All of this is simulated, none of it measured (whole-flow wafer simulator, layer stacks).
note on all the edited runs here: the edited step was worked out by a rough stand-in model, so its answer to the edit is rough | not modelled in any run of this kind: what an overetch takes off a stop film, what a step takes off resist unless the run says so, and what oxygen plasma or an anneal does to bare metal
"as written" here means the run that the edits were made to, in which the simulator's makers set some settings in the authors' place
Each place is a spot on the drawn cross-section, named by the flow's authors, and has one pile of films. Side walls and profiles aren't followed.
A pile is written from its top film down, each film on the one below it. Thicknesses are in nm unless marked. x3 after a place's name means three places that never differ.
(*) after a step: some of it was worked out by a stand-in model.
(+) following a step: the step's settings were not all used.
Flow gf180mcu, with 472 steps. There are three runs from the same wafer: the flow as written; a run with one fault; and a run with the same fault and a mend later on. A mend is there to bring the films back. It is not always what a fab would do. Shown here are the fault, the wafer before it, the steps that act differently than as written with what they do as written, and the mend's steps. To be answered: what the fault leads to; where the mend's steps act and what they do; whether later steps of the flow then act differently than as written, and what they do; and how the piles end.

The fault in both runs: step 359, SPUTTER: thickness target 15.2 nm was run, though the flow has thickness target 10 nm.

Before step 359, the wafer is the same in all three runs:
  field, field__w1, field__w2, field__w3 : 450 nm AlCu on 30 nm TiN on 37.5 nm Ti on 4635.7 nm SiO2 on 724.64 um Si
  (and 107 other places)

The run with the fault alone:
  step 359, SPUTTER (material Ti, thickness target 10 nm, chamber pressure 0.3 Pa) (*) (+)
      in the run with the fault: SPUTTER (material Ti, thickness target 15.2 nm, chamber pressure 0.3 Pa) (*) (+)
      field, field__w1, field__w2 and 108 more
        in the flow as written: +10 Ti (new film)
        in the run with the fault: +15.2 Ti (new film)
  Steps later in the flow that act otherwise than as written (not shown: 5 more steps that differ only slightly, by at most 2% or 0.5 nm, whichever is larger):
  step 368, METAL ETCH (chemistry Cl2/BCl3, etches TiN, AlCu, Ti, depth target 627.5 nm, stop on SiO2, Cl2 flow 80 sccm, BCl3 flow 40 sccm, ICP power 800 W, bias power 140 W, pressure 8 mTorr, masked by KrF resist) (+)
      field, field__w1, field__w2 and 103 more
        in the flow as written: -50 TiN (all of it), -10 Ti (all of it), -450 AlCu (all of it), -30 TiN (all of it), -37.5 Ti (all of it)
        in the run with the fault: -50 TiN (all of it), -15.2 Ti (all of it), -450 AlCu (all of it), -30 TiN (all of it), -37.5 Ti (all of it)
  The piles end different from the flow's at field__w8, contact, m1, m1__w1, m1_nw by more than 2% or 0.5 nm, whichever is larger.
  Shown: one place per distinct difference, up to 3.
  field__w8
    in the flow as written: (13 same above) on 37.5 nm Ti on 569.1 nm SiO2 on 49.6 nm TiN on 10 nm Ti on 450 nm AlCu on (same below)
    in the run with the fault: (13 same above) on 37.5 nm Ti on 563.9 nm SiO2 on 49.6 nm TiN on 15.2 nm Ti on 450 nm AlCu on (same below)
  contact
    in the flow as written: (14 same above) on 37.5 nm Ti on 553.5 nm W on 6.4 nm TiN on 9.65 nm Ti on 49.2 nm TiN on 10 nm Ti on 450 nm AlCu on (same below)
    in the run with the fault: (14 same above) on 37.5 nm Ti on 548.3 nm W on 6.42 nm TiN on 9.68 nm Ti on 49.2 nm TiN on 15.2 nm Ti on 450 nm AlCu on (same below)

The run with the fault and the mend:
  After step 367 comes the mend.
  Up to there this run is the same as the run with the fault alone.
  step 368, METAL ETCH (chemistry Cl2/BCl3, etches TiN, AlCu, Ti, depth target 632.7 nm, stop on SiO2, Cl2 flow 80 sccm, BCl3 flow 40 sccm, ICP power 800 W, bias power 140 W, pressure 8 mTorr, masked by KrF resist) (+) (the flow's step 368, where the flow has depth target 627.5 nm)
      field, field__w1, field__w2 and 103 more
        -50 TiN (all of it), -15.2 Ti (all of it), -450 AlCu (all of it), -30 TiN (all of it), -37.5 Ti (all of it)
      field__w8, contact, m1, m1__w1, m1_nw
        -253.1 KrF resist
  Every later step of the flow that is run acts as written, at every place that is followed, to within 2% or 0.5 nm, whichever is larger.
  The piles end different from the flow's at field__w8, contact, m1, m1__w1, m1_nw by more than 2% or 0.5 nm, whichever is larger.
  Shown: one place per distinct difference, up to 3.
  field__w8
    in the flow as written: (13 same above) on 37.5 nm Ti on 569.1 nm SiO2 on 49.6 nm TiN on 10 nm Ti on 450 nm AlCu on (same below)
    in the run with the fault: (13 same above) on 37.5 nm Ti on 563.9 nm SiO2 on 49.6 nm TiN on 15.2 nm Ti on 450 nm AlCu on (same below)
    in the run with the mend: (13 same above) on 37.5 nm Ti on 563.9 nm SiO2 on 49.6 nm TiN on 15.2 nm Ti on 450 nm AlCu on (same below)
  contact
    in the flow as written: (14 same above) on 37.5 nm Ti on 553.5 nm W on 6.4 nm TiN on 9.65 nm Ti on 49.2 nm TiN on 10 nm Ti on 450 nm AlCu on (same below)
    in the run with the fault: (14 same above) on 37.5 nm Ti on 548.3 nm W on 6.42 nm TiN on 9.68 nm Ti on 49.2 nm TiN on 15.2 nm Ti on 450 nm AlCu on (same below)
    in the run with the mend: (14 same above) on 37.5 nm Ti on 548.3 nm W on 6.42 nm TiN on 9.68 nm Ti on 49.2 nm TiN on 15.2 nm Ti on 450 nm AlCu on (same below)
